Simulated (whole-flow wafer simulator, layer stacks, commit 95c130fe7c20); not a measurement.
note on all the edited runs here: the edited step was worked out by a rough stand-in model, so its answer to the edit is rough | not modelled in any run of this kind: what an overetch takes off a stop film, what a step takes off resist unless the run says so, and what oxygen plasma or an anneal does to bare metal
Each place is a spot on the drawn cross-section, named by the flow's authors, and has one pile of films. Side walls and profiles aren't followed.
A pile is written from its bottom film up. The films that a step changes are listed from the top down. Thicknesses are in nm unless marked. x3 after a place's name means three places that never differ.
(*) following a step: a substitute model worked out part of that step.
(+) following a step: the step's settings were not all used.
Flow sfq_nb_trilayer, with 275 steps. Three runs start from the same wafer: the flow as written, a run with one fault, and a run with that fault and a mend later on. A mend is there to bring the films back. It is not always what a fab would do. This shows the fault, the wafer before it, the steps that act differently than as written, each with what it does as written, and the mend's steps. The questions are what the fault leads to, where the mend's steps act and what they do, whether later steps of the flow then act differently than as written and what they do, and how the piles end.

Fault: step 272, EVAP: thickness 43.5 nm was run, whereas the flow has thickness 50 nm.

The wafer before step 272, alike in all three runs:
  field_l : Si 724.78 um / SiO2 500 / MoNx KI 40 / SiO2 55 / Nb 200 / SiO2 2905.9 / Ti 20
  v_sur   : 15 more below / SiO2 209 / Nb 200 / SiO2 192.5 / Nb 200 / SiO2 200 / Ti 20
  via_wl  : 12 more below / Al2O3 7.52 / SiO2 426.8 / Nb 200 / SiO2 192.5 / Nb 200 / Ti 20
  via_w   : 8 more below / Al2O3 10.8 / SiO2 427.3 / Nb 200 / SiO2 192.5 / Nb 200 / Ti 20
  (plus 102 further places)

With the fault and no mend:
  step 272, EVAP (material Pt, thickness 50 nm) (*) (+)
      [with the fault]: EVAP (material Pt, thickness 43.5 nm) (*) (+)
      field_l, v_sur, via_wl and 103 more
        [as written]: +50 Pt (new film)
        [with the fault]: +43.5 Pt (new film)
  Steps later in the flow that act otherwise than as written:
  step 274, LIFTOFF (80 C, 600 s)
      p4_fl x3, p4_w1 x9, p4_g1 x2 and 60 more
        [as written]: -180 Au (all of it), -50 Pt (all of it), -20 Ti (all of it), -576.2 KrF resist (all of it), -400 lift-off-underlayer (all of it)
        [with the fault]: -180 Au (all of it), -43.5 Pt (all of it), -20 Ti (all of it), -576.2 KrF resist (all of it), -400 lift-off-underlayer (all of it)
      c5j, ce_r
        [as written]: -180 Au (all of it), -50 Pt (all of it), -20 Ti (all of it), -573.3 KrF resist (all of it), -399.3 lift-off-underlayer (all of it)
        [with the fault]: -180 Au (all of it), -43.5 Pt (all of it), -20 Ti (all of it), -573.3 KrF resist (all of it), -399.3 lift-off-underlayer (all of it)
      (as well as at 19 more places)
  At field_l, v_sur, via_wl and 8 more, the piles at the end differ from the flow's by more than 2% or 0.5 nm, whichever is larger.
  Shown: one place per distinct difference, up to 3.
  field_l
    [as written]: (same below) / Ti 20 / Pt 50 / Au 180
    [with the fault]: (same below) / Ti 20 / Pt 43.5 / Au 180

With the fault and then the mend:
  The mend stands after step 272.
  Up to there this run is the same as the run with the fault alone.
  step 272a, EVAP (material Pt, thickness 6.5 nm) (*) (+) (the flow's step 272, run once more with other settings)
      field_l, v_sur, via_wl and 103 more
        +6.5 Pt
  None of the later steps of the flow acts differently than as written at any place that is followed.
  By the end, the piles equal the flow's at every place that both follow.
